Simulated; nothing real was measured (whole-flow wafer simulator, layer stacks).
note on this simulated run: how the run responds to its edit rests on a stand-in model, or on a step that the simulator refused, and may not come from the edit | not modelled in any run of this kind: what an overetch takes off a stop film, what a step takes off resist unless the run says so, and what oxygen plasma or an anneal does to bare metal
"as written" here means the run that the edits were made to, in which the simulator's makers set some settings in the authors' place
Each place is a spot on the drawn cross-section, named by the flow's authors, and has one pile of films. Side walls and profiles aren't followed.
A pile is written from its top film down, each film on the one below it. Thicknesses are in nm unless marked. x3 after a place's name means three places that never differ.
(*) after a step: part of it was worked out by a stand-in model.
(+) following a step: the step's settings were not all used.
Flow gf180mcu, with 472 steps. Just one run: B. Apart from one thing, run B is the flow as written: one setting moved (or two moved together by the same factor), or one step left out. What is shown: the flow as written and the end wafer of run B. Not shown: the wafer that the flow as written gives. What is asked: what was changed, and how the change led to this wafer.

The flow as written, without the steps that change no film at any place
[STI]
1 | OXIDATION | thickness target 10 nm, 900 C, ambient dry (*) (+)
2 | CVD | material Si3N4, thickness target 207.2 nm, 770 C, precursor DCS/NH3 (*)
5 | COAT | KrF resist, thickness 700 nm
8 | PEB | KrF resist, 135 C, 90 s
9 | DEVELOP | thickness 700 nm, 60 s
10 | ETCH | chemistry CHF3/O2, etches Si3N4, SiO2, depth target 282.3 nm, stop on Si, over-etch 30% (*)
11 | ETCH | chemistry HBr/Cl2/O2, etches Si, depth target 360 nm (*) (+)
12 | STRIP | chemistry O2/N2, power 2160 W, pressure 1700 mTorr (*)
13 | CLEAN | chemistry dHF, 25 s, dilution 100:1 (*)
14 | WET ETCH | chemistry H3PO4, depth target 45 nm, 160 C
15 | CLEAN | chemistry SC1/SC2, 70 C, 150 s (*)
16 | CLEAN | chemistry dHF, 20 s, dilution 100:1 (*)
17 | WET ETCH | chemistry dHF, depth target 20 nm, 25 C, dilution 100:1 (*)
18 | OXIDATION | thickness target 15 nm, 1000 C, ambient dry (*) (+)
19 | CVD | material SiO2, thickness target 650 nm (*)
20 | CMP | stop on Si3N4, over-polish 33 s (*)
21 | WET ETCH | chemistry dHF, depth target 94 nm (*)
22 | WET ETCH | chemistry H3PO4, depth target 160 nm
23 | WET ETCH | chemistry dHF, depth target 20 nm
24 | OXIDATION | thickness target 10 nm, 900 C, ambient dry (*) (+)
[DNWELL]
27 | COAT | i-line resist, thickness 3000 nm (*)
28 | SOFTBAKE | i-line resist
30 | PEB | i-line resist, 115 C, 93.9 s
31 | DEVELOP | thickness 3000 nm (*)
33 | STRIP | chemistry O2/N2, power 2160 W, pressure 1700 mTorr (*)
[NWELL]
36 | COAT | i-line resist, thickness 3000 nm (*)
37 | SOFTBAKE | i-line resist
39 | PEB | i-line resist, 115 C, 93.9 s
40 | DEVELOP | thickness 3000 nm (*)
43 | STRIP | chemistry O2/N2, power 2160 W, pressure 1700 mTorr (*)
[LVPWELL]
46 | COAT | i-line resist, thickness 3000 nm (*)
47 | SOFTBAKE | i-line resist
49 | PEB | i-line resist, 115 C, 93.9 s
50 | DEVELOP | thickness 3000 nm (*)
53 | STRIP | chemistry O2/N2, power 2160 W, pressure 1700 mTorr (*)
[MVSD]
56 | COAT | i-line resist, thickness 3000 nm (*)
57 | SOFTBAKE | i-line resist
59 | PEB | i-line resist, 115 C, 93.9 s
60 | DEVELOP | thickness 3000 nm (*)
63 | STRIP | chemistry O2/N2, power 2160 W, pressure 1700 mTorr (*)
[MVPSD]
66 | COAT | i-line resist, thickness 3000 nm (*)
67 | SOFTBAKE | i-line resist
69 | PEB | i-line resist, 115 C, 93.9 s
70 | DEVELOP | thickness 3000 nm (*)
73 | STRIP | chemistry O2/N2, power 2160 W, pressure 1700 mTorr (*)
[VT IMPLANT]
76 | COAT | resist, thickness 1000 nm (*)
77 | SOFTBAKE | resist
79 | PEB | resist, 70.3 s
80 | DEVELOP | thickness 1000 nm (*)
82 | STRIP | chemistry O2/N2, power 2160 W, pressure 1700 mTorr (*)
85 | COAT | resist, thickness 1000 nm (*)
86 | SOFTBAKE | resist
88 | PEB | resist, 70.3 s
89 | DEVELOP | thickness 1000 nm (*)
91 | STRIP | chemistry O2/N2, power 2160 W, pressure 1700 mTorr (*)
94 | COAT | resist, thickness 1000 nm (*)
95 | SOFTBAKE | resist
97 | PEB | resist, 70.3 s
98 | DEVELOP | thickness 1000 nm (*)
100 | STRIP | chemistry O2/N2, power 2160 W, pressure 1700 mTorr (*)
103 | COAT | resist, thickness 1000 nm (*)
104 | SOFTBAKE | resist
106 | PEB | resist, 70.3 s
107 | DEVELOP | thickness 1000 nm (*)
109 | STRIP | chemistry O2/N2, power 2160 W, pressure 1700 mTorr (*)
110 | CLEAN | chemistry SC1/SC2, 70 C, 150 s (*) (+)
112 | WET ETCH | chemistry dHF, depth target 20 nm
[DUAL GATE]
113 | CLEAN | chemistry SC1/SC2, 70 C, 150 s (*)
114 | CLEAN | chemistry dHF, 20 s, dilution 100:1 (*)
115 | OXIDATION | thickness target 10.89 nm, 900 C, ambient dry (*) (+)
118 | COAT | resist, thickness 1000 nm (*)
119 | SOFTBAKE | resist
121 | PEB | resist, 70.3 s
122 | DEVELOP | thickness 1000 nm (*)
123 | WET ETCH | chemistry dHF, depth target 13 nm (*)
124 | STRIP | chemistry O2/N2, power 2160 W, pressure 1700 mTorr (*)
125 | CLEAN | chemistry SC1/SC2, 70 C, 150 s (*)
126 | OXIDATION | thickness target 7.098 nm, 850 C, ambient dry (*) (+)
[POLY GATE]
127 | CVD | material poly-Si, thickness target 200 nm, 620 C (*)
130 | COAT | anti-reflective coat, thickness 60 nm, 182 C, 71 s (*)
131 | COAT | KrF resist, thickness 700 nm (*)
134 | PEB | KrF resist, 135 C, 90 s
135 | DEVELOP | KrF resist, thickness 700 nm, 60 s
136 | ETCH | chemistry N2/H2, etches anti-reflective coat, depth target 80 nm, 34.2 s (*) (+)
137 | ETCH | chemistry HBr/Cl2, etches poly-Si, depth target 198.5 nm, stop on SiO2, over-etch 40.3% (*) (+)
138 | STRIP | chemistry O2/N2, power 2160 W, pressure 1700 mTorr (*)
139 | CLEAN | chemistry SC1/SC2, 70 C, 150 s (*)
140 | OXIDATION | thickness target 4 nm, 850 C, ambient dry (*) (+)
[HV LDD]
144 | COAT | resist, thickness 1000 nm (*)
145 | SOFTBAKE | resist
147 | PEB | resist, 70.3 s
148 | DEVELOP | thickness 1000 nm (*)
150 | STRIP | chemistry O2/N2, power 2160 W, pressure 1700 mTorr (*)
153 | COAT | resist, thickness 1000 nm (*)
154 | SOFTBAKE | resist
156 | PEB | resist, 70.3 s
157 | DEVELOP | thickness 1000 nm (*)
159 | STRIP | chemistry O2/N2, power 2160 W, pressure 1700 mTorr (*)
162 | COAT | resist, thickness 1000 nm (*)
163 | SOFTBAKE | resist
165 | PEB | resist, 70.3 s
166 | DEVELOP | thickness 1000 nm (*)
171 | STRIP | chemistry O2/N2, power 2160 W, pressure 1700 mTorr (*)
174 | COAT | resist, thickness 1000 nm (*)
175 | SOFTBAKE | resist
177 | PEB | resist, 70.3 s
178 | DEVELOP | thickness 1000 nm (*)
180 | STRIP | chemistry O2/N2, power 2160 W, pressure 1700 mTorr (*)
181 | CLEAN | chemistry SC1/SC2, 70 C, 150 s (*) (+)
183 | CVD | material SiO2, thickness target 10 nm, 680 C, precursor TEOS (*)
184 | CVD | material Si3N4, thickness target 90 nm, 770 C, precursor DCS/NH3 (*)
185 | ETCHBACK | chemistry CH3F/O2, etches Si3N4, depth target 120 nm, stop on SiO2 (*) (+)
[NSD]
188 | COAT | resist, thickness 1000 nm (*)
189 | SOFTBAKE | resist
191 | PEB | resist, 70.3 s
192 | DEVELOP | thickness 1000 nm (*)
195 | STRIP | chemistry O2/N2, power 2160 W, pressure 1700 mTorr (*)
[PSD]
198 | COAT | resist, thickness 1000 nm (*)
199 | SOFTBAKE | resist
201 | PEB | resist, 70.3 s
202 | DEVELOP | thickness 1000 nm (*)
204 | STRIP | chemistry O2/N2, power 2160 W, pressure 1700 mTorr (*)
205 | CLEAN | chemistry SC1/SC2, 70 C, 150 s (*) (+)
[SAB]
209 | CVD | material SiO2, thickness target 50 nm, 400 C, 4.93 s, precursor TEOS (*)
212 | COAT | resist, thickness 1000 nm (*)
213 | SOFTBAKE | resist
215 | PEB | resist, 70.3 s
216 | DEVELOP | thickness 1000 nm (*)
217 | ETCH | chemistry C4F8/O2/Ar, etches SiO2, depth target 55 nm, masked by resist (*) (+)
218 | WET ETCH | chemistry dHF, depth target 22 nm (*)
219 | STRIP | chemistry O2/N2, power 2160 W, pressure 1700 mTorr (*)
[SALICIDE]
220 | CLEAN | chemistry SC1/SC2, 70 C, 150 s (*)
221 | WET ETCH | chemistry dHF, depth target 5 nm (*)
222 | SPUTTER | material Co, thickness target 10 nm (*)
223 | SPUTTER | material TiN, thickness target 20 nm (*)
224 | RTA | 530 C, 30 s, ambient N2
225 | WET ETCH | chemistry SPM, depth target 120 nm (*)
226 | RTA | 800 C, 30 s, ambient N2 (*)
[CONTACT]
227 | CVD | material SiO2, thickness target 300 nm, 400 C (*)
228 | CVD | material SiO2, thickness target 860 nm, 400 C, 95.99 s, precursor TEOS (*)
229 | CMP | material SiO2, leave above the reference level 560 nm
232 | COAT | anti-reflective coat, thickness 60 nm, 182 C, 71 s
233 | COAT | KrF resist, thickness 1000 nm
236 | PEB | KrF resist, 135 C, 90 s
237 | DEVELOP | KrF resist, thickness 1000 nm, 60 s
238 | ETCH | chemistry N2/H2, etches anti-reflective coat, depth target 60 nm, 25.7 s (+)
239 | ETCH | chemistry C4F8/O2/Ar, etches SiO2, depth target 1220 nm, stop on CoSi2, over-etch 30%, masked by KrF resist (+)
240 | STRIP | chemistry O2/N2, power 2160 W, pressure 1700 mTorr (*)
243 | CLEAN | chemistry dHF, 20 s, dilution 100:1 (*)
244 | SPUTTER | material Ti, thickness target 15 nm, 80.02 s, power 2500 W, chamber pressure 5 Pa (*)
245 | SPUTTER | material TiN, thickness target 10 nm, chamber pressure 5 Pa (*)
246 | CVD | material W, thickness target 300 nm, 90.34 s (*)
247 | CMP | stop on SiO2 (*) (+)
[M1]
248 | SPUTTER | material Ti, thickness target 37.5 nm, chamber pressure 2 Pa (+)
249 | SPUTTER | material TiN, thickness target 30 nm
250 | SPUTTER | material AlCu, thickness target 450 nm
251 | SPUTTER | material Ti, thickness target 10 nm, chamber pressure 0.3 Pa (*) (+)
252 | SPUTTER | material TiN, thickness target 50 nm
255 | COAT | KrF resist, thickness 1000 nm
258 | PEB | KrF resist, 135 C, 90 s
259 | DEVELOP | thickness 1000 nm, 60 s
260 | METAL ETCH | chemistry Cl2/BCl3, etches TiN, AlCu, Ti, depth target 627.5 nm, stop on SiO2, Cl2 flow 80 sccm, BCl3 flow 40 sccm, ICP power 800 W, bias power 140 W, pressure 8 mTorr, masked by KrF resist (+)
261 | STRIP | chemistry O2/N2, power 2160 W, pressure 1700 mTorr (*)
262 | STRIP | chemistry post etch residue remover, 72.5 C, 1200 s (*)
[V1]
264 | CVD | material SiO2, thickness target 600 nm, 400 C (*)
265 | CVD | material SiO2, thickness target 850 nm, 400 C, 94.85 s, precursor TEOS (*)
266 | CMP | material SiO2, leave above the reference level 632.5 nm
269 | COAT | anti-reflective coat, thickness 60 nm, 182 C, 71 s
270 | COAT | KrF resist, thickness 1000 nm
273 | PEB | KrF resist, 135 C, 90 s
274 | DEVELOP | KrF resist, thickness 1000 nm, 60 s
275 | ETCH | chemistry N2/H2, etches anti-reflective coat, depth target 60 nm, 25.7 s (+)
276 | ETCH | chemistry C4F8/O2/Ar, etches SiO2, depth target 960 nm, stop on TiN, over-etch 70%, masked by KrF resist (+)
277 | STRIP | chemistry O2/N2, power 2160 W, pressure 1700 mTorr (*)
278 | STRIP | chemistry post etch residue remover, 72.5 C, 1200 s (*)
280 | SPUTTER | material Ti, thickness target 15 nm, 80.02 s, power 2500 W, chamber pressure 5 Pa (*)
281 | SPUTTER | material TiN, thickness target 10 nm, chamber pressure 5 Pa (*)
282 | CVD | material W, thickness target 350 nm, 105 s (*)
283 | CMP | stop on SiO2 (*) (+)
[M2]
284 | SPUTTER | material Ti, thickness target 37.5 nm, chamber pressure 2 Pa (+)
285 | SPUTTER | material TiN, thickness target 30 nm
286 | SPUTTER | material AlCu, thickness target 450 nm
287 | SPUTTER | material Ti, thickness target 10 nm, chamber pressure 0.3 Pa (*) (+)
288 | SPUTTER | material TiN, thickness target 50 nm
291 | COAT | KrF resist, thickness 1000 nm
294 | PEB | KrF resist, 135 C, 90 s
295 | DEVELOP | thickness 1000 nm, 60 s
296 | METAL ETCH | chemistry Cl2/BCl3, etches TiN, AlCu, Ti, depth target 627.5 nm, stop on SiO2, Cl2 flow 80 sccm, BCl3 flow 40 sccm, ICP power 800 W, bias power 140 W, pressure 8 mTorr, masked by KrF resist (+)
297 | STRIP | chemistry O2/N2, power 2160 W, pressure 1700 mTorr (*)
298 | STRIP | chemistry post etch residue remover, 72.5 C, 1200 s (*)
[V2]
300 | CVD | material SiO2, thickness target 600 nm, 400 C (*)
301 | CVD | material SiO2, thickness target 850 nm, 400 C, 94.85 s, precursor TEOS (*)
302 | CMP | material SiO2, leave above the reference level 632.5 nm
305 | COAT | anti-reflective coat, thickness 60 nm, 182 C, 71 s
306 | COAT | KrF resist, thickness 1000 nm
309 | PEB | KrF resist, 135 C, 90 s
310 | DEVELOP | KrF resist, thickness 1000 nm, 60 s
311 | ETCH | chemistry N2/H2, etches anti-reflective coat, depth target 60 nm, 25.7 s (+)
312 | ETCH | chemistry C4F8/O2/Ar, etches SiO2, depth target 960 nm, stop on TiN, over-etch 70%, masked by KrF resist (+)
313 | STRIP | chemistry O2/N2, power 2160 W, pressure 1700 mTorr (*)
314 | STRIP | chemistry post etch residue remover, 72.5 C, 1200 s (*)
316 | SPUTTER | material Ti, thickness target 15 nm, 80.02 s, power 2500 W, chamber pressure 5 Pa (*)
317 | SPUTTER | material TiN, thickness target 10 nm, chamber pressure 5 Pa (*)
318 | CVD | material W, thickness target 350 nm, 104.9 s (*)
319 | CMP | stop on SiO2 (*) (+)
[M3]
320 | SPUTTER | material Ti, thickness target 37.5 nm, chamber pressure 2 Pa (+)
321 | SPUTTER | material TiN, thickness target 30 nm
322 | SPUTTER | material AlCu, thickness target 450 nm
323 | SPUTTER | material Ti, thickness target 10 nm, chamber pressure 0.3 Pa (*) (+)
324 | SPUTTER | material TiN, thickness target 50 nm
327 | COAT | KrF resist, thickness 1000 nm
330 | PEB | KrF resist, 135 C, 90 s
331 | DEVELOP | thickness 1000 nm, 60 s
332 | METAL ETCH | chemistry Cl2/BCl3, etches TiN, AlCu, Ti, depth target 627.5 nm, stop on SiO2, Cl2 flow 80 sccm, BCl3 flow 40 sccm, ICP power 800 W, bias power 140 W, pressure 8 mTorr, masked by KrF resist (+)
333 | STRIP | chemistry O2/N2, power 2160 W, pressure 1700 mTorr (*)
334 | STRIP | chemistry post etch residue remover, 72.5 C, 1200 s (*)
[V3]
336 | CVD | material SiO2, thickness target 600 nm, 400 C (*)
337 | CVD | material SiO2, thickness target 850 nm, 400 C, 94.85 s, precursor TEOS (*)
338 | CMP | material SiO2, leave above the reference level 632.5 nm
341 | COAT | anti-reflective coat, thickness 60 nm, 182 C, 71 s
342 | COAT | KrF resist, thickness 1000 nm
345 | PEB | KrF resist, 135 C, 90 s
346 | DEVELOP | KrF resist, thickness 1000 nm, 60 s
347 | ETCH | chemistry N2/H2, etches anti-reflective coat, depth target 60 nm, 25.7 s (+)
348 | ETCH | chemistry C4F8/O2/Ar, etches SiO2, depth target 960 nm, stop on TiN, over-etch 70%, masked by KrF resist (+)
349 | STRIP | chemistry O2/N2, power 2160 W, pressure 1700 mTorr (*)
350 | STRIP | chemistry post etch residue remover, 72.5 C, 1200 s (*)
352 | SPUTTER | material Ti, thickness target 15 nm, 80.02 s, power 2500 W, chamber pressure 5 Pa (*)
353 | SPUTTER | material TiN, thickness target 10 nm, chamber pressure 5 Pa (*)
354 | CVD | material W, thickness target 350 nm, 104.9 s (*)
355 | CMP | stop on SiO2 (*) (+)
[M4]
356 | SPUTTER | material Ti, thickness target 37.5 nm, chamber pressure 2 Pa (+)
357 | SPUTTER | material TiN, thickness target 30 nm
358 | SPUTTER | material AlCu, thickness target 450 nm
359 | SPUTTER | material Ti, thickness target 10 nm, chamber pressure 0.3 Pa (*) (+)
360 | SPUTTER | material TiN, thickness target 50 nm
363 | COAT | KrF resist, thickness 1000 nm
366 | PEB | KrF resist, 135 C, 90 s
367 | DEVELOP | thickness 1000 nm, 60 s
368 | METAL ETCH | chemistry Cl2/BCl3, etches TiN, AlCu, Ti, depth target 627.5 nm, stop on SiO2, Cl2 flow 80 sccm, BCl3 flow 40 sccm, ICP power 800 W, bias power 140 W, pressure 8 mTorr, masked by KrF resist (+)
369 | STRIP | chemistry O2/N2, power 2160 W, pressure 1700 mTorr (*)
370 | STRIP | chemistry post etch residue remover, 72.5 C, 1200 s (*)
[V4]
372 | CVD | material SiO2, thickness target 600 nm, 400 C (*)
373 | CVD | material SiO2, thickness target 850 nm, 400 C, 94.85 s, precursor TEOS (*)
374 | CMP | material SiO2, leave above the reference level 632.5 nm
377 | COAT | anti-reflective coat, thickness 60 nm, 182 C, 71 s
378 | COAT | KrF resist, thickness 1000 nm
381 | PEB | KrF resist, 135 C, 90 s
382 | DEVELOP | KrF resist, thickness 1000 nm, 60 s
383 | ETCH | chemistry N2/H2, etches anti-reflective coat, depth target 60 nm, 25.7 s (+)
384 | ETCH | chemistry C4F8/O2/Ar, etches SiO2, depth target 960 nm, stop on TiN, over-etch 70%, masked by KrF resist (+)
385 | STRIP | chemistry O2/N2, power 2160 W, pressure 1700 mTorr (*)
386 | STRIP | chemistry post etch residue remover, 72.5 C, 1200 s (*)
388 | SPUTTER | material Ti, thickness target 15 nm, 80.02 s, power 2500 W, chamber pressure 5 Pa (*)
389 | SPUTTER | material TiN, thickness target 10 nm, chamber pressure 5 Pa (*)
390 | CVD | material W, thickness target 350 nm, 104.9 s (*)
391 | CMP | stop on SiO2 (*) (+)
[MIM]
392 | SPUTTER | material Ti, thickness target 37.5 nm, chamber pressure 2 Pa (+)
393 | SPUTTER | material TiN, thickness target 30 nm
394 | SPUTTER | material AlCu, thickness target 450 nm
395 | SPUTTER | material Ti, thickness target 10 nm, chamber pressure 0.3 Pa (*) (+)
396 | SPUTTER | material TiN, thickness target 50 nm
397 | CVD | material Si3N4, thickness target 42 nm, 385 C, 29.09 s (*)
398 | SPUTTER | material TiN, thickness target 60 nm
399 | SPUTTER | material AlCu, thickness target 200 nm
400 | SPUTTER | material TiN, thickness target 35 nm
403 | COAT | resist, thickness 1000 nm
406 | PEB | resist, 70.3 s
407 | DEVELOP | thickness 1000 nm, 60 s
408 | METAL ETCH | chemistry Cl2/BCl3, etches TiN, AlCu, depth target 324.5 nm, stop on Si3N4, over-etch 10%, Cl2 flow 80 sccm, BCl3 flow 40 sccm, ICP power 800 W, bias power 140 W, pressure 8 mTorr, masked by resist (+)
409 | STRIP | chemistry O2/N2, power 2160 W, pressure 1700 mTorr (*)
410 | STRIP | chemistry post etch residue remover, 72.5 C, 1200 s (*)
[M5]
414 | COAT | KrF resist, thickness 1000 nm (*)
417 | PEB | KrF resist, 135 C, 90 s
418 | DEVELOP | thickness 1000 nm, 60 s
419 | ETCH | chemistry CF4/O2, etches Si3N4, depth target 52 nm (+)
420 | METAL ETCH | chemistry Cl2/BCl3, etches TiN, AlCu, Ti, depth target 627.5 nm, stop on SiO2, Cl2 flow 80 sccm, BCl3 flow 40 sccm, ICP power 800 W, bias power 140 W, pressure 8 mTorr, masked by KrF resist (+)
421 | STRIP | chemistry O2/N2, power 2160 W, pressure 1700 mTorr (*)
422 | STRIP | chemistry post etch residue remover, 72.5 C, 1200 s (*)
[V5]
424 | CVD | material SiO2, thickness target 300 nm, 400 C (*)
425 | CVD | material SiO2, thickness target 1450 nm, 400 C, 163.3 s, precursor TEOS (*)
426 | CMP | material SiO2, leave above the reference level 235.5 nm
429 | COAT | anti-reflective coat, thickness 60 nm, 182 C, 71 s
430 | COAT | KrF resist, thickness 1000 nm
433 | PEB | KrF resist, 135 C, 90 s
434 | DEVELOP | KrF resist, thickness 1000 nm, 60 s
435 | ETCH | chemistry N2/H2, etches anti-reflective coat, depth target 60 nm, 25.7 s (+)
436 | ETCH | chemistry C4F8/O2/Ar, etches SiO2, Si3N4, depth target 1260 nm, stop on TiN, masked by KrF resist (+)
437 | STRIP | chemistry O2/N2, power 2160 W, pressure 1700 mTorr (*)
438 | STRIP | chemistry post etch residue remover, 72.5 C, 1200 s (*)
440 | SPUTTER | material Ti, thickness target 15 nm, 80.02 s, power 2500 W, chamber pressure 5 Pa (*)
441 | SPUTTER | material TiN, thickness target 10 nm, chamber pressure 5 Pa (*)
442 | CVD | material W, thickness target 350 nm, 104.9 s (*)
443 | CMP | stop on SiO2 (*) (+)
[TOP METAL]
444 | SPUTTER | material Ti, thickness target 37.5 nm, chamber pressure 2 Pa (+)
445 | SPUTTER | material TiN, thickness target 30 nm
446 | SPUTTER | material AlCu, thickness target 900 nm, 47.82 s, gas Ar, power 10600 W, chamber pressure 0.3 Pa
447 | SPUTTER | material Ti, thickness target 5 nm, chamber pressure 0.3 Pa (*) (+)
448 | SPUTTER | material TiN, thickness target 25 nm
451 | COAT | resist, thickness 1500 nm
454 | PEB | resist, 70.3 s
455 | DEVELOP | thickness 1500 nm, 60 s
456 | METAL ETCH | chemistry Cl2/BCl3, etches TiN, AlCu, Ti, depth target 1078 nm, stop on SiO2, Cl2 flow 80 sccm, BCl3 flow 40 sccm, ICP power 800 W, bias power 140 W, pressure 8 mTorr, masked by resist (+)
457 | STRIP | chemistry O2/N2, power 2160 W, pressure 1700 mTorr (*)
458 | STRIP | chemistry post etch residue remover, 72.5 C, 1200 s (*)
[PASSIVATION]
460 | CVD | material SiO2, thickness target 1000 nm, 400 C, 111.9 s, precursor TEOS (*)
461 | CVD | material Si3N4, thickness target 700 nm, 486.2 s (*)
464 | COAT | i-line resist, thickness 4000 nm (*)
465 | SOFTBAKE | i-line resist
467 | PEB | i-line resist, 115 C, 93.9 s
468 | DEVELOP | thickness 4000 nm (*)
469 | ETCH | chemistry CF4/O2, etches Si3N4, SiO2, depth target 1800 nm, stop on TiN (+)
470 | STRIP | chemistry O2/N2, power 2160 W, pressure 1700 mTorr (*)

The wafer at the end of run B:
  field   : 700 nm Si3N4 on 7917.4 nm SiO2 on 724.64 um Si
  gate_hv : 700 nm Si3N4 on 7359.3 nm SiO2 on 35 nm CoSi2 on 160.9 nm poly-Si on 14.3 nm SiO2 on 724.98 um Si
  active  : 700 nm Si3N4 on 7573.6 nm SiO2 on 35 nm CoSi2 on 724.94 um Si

What caused this: step 374, CMP: leave above the reference level 322.6 nm was run, whereas the flow has leave above the reference level 632.5 nm.

How this came from the change, step by step:
  374 | CMP | material SiO2, leave above the reference level 632.5 nm
      field, field__w1, field__w2 and 103 more: -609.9 SiO2 (as written it would have been: -300 SiO2)
      field__w8, contact, m1, m1__w1, m1_nw: -1187 SiO2 (as written it would have been: -877.1 SiO2)
  384 | ETCH | chemistry C4F8/O2/Ar, etches SiO2, depth target 960 nm, stop on TiN, over-etch 70%, masked by KrF resist (+)
      field, field__w1, field__w2 and 107 more: -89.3 KrF resist (as written it would have been: -192 KrF resist)
      contact: -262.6 SiO2 (all of it) (as written it would have been: -572.5 SiO2 (all of it))
  385 | STRIP | chemistry O2/N2, power 2160 W, pressure 1700 mTorr (*)
      field, field__w1, field__w2 and 107 more: -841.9 KrF resist (all of it), -60 anti-reflective coat (all of it) (as written it would have been: -739.2 KrF resist (all of it), -60 anti-reflective coat (all of it))
  388 | SPUTTER | material Ti, thickness target 15 nm, 80.02 s, power 2500 W, chamber pressure 5 Pa (*)
      contact: +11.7 Ti (new film) (as written it would have been: +9.65 Ti (new film))
  389 | SPUTTER | material TiN, thickness target 10 nm, chamber pressure 5 Pa (*)
      contact: +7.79 TiN (new film) (as written it would have been: +6.4 TiN (new film))
  390 | CVD | material W, thickness target 350 nm, 104.9 s (*)
      contact: +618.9 W (new film) (as written it would have been: +932.3 W (new film))
